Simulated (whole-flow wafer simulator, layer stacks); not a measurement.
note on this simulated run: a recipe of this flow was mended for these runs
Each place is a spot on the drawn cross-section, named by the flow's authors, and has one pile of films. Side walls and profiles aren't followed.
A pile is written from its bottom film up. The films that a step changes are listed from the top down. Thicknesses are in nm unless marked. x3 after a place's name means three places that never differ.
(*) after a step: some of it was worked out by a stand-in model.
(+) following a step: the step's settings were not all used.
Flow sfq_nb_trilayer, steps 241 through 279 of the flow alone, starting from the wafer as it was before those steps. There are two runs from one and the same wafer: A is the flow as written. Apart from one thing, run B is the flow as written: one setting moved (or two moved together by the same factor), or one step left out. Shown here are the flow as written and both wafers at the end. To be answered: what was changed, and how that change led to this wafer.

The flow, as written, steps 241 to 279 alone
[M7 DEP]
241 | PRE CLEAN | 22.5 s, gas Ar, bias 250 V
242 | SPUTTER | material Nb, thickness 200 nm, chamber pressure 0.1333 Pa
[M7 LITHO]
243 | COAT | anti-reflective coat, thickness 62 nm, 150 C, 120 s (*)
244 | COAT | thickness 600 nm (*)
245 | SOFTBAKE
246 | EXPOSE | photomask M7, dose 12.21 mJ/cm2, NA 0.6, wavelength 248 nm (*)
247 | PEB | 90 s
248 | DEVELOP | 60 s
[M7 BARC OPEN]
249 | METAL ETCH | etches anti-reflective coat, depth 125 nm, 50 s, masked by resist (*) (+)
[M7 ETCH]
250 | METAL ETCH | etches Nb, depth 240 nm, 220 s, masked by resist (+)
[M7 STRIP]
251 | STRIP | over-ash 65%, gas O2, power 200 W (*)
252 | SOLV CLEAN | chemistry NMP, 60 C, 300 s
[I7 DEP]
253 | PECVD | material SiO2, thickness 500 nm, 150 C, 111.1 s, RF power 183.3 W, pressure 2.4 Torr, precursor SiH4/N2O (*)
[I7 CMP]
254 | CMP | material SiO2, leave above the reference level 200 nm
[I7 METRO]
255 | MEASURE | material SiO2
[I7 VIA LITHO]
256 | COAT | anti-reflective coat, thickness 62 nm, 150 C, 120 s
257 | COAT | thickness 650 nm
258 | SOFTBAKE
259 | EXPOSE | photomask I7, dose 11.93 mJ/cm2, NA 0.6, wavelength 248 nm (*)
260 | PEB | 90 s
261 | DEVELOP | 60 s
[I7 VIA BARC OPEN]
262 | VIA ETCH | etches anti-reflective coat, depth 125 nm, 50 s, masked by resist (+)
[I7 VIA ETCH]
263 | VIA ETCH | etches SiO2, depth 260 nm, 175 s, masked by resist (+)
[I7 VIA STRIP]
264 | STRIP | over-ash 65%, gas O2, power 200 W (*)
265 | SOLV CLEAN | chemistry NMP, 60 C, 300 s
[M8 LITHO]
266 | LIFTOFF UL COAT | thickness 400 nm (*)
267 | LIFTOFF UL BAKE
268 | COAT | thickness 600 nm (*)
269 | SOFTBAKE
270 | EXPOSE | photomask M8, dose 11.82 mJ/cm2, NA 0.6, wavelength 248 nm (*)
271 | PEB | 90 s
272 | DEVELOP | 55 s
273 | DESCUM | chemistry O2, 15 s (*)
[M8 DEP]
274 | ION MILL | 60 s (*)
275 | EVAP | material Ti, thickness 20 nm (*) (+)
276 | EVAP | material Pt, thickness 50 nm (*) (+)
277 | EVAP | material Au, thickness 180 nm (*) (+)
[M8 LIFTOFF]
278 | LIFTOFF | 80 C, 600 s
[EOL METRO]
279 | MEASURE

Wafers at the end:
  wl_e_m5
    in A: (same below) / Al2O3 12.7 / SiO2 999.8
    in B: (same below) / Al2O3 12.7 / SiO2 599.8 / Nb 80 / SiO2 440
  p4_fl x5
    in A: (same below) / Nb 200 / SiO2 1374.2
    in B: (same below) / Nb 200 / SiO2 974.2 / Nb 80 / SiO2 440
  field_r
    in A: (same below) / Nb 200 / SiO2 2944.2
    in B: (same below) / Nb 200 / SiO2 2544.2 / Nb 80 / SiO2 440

What caused this: step 242, SPUTTER: thickness 320 nm was run, though the flow has thickness 200 nm.

The path from the change to this, step by step:
  242 | SPUTTER | material Nb, thickness 200 nm, chamber pressure 0.1333 Pa
      field_l, v_sur, via_wl and 102 more: A +200 Nb (new film) | B +320 Nb (new film)
      via_v: A +159.9 Nb | B +256.4 Nb
  243 | COAT | anti-reflective coat, thickness 62 nm, 150 C, 120 s (*)
      via_v: A +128 anti-reflective coat (new film) | B +132.8 anti-reflective coat (new film)
  244 | COAT | thickness 600 nm (*)
      via_v: A +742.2 KrF-resist-other-grade (new film) | B +758.1 KrF-resist-other-grade (new film)
  250 | METAL ETCH | etches Nb, depth 240 nm, 220 s, masked by resist (+)
      field_l, field_r, lsp_l and 62 more: A -200 Nb (all of it), -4 SiO2 | B -240 Nb
  251 | STRIP | over-ash 65%, gas O2, power 200 W (*)
      via_v: A -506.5 KrF-resist-other-grade (all of it), -128 anti-reflective coat (all of it) | B -522.3 KrF-resist-other-grade (all of it), -132.8 anti-reflective coat (all of it)
  253 | PECVD | material SiO2, thickness 500 nm, 150 C, 111.1 s, RF power 183.3 W, pressure 2.4 Torr, precursor SiH4/N2O (*)
      field_l, p4_fl x5, p4_w1 x9 and 44 more: A +500 SiO2 | B +500 SiO2 (new film)
      field_r, lsp_l: A +477.2 SiO2 | B +473.2 SiO2 (new film)
      (also at 4 further places)
  254 | CMP | material SiO2, leave above the reference level 200 nm
      field_l, p4_fl x5, p4_w1 x9 and 44 more: A -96 SiO2 | B -60 SiO2
      field_r, lsp_l: A -73.2 SiO2 | B -33.2 SiO2
      (also at 3 further places)
Taking metal films that touch as one body, wl_e_m5 has 7 bodies (between them, from the top down: SiO2 599.8 / Al2O3 12.7 / Nb2O5 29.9; SiO2 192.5; SiO2 192.5; SiO2 192.5; SiO2 192.5; SiO2 192.5); the flow as written gives 6 bodies (between them, from the top down: SiO2 192.5; SiO2 192.5; SiO2 192.5; SiO2 192.5; SiO2 192.5).
Taking metal films that touch as one body, p4_fl x5 has 3 bodies (between them, from the top down: SiO2 974.2; SiO2 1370); the flow as written gives 2 bodies (between them, from the top down: SiO2 1370).
Taking metal films that touch as one body, field_r has 2 bodies (between them, from the top down: SiO2 2544.2); the flow as written gives 1 body.
